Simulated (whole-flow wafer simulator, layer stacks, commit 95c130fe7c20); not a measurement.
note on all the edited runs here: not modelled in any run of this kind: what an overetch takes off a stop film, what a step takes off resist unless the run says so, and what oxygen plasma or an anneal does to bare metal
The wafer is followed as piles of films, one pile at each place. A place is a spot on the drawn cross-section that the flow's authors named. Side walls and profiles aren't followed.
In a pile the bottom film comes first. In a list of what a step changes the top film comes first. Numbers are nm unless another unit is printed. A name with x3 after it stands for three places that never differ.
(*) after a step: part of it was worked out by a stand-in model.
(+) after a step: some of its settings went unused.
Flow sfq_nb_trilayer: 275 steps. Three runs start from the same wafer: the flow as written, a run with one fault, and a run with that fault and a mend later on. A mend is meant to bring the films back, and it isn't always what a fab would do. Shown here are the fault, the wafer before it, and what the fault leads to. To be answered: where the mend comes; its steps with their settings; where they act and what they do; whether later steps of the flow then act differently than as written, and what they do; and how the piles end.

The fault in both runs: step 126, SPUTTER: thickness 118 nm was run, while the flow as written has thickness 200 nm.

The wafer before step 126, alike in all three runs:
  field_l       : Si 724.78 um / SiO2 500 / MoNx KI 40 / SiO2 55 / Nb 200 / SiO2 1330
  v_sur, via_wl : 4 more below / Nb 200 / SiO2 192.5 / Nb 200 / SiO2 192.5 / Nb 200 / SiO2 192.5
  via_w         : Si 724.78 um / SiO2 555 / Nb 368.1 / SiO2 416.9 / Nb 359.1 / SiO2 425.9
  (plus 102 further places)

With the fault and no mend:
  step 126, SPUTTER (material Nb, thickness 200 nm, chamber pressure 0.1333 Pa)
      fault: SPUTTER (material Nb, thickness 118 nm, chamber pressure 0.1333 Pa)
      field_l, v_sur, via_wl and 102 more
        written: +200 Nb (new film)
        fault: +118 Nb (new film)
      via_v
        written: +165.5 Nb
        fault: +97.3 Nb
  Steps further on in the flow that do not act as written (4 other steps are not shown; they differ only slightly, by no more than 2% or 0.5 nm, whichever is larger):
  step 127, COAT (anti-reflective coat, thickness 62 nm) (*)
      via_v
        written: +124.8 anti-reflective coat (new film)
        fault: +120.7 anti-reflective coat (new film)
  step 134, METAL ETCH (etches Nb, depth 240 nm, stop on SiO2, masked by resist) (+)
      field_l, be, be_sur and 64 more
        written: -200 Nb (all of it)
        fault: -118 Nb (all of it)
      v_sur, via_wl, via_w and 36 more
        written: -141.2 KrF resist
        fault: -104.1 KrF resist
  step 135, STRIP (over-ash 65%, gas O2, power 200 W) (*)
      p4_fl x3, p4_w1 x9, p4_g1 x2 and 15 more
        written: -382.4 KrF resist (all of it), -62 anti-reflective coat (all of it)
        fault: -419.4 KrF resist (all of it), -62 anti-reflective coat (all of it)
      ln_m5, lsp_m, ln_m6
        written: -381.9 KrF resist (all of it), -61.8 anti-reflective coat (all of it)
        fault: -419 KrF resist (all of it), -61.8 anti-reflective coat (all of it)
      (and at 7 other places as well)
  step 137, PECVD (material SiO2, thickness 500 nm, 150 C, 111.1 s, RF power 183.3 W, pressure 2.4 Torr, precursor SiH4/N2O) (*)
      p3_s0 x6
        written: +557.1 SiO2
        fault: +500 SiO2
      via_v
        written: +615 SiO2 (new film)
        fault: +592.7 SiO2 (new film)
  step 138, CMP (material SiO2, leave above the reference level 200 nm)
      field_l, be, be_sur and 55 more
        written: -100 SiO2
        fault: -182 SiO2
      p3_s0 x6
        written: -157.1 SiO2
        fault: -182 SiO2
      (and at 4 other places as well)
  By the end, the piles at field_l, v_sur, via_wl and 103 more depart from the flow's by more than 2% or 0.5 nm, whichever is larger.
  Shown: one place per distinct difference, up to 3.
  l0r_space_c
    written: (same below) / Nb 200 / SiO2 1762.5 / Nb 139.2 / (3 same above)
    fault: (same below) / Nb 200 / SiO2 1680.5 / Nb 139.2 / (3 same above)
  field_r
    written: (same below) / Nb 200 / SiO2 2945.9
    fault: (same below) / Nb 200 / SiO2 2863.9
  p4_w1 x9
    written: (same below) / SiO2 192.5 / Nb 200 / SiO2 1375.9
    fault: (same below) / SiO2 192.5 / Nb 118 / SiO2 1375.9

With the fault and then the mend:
  The mend stands after step 132.
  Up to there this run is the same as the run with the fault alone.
  step 132a, STRIP (over-ash 65%, gas O2, power 200 W) (*)
      p3_s0 x6, p3_fr x3, wl_d_sl and 38 more
        -62 anti-reflective coat (all of it)
      p4_fl x3, p4_w1 x9, p4_g1 x2 and 15 more
        -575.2 KrF resist (all of it), -62 anti-reflective coat (all of it)
      moat, field_r, lsp_l, lsp_r, l0_sur, l0v
        -61.8 anti-reflective coat (all of it)
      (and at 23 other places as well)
  step 132b, SPUTTER (material Nb, thickness 82 nm, chamber pressure 0.1333 Pa) (the flow's step 126, run once more with other settings)
      field_l, v_sur, via_wl and 102 more
        +82 Nb
      via_v
        +65.6 Nb
  step 132c, COAT (anti-reflective coat, thickness 62 nm) (*) (the flow's step 127, run once more)
      p4_fl x3, p4_w1 x9, p4_g1 x2 and 63 more
        +62 anti-reflective coat (new film)
      moat, field_r, lsp_l and 6 more
        +61.8 anti-reflective coat (new film)
      be_r, r_sur, res, r_end
        +61.7 anti-reflective coat (new film)
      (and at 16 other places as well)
  step 132d, COAT (KrF resist, thickness 600 nm) (*) (the flow's step 128, run once more)
      p4_fl x3, p4_w1 x9, p4_g1 x2 and 63 more
        +600 KrF resist (new film)
      field_r, lsp_l, ln_m5, lsp_m, l0v
        +599.5 KrF resist (new film)
      ln_m6, lsp_r, l0_sur
        +599.6 KrF resist (new film)
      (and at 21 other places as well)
  step 132e, SOFTBAKE (KrF resist) (the flow's step 129, run once more)
      alters no film at any place that is followed
  step 132f, EXPOSE (photomask M4, dose 12.11 mJ/cm2, NA 0.6, wavelength 248 nm) (*) (the flow's step 130, run once more)
      alters no film at any place that is followed
  step 132g, PEB (KrF resist, 90 s) (the flow's step 131, run once more)
      field_l, v_sur, via_wl and 97 more
        -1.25 KrF resist
      via_w, via_wr, via_sp, wire, be
        -1.24 KrF resist
      via_v
        -1.61 KrF resist
  step 132h, DEVELOP (KrF resist, thickness 600 nm, 60 s) (the flow's step 132, run once more)
      p3_s0 x6, p3_fr x3, wl_d_sl and 38 more
        -598.7 KrF resist (all of it)
      v_sur, via_wl, via_w and 36 more
        -23.5 KrF resist
      moat, field_r, lsp_l
        -598.2 KrF resist (all of it)
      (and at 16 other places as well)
  None of the later steps of the flow differs from how it acts as written, at any place that is followed, by more than 2% or 0.5 nm, whichever is larger.
  When the end is reached, the piles differ only a little from the flow's at the places that both follow, at most by 2% or 0.5 nm, whichever is larger.
